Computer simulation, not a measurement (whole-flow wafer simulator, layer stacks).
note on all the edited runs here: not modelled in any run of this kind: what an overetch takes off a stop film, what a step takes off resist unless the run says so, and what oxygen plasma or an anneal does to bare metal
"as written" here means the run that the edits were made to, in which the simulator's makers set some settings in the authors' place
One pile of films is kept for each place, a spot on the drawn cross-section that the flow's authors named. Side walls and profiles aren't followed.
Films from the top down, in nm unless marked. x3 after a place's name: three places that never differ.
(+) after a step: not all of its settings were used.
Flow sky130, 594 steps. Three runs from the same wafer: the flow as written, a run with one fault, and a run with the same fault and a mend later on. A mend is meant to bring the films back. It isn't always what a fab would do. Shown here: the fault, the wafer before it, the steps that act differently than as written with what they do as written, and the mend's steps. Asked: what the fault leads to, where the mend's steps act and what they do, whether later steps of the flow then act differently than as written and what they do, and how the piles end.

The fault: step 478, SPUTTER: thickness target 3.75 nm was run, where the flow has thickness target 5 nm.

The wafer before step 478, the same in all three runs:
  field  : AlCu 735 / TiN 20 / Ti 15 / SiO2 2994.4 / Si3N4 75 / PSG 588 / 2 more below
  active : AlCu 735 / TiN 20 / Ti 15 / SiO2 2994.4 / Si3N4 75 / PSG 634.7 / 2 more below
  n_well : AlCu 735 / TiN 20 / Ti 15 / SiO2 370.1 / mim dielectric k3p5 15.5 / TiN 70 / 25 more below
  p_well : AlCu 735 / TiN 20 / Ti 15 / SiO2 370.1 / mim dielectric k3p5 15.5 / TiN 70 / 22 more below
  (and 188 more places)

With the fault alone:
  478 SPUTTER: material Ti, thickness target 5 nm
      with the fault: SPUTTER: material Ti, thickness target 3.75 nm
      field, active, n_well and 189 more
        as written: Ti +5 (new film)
        with the fault: Ti +3.75 (new film)
  Later steps of the flow that act differently than as written (4 more steps differ only slightly, by at most 2% or 0.5 nm, whichever is larger, and aren't shown):
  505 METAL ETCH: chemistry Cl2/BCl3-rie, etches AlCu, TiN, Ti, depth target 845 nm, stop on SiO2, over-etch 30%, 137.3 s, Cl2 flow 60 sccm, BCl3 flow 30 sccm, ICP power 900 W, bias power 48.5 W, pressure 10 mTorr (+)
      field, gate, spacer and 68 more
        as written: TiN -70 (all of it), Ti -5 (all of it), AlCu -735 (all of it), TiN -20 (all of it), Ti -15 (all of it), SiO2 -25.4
        with the fault: TiN -70 (all of it), Ti -3.75 (all of it), AlCu -735 (all of it), TiN -20 (all of it), Ti -15 (all of it), SiO2 -25.5
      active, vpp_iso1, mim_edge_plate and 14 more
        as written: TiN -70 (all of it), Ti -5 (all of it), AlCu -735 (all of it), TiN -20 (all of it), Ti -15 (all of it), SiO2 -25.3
        with the fault: TiN -70 (all of it), Ti -3.75 (all of it), AlCu -735 (all of it), TiN -20 (all of it), Ti -15 (all of it), SiO2 -25.5
  At the end the piles differ from the flow's by more than 2% or 0.5 nm, whichever is larger, at n_well, p_well, gate_hv and 102 more.
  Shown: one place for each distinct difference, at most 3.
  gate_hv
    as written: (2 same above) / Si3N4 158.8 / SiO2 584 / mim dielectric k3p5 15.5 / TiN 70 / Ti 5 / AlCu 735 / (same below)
    with the fault: (2 same above) / Si3N4 158.8 / SiO2 585.2 / mim dielectric k3p5 15.5 / TiN 70 / Ti 3.75 / AlCu 735 / (same below)
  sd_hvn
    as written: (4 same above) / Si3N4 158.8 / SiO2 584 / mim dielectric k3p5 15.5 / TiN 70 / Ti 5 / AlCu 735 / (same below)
    with the fault: (4 same above) / Si3N4 158.8 / SiO2 585.2 / mim dielectric k3p5 15.5 / TiN 70 / Ti 3.75 / AlCu 735 / (same below)
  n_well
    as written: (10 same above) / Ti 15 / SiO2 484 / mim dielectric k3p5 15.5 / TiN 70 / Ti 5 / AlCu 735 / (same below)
    with the fault: (10 same above) / Ti 15 / SiO2 485.3 / mim dielectric k3p5 15.5 / TiN 70 / Ti 3.75 / AlCu 735 / (same below)

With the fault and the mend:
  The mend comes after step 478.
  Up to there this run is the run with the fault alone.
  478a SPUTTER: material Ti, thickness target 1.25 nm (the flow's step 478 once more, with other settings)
      field, active, n_well and 189 more
        Ti +1.25
  No later step of the flow acts differently than as written at any place that is followed.
  At the end the piles are the same as the flow's at every place that both follow.
